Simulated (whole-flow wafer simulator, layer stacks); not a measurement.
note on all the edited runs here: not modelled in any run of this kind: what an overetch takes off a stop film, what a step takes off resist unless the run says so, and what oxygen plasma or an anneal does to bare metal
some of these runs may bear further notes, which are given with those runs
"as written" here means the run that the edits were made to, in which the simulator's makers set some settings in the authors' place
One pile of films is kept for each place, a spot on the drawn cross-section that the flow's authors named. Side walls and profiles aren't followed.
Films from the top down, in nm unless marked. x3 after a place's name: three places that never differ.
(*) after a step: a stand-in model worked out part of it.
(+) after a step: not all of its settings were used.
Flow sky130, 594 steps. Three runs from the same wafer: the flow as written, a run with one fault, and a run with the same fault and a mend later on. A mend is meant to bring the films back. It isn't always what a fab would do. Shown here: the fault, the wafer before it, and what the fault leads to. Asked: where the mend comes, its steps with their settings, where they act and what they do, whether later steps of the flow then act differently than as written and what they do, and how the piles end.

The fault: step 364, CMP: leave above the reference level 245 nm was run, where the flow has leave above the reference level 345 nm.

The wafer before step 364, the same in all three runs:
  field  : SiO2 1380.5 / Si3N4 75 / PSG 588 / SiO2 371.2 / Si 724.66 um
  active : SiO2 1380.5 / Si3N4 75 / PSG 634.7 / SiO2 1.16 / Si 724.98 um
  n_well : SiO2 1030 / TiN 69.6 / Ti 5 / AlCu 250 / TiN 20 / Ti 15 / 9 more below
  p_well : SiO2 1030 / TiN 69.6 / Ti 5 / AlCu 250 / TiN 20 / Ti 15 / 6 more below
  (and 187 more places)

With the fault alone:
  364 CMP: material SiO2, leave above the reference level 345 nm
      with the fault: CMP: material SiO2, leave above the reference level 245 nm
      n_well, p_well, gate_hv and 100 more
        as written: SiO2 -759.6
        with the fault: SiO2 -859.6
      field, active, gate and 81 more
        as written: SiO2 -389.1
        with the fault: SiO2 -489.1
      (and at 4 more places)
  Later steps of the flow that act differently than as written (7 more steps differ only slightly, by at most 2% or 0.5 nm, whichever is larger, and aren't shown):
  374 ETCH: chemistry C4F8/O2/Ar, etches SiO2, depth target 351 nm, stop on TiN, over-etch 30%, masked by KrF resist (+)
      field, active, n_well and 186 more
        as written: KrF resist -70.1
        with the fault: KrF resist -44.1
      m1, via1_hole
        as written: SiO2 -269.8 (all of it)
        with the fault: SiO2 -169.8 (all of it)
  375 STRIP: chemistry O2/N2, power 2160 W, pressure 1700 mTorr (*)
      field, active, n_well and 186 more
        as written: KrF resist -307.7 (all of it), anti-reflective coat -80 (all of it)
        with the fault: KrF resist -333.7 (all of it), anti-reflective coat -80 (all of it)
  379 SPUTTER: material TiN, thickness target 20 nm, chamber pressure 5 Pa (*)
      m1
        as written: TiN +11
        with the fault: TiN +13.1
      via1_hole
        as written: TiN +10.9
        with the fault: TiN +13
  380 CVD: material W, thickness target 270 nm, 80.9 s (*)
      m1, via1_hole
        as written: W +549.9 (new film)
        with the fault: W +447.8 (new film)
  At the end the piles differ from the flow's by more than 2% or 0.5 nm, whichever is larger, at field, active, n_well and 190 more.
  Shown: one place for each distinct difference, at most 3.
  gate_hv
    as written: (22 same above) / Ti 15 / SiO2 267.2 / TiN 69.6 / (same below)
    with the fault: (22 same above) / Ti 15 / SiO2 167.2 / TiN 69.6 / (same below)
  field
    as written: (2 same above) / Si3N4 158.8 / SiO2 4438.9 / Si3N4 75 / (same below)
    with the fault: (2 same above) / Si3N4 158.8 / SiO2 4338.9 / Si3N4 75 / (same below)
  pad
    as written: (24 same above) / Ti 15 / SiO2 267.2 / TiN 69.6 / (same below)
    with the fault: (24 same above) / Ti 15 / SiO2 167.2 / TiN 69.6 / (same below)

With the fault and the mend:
  The mend comes after step 364.
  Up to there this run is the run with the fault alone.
  364a HDPCVD: thickness target 100 nm (*) (the flow's step 363 once more, with other settings)
      field, active, n_well and 188 more
        SiO2 +100
  No later step of the flow acts differently than as written, at any place that is followed, by more than 2% or 0.5 nm, whichever is larger.
  At the end the piles are the same as the flow's at every place that both follow.
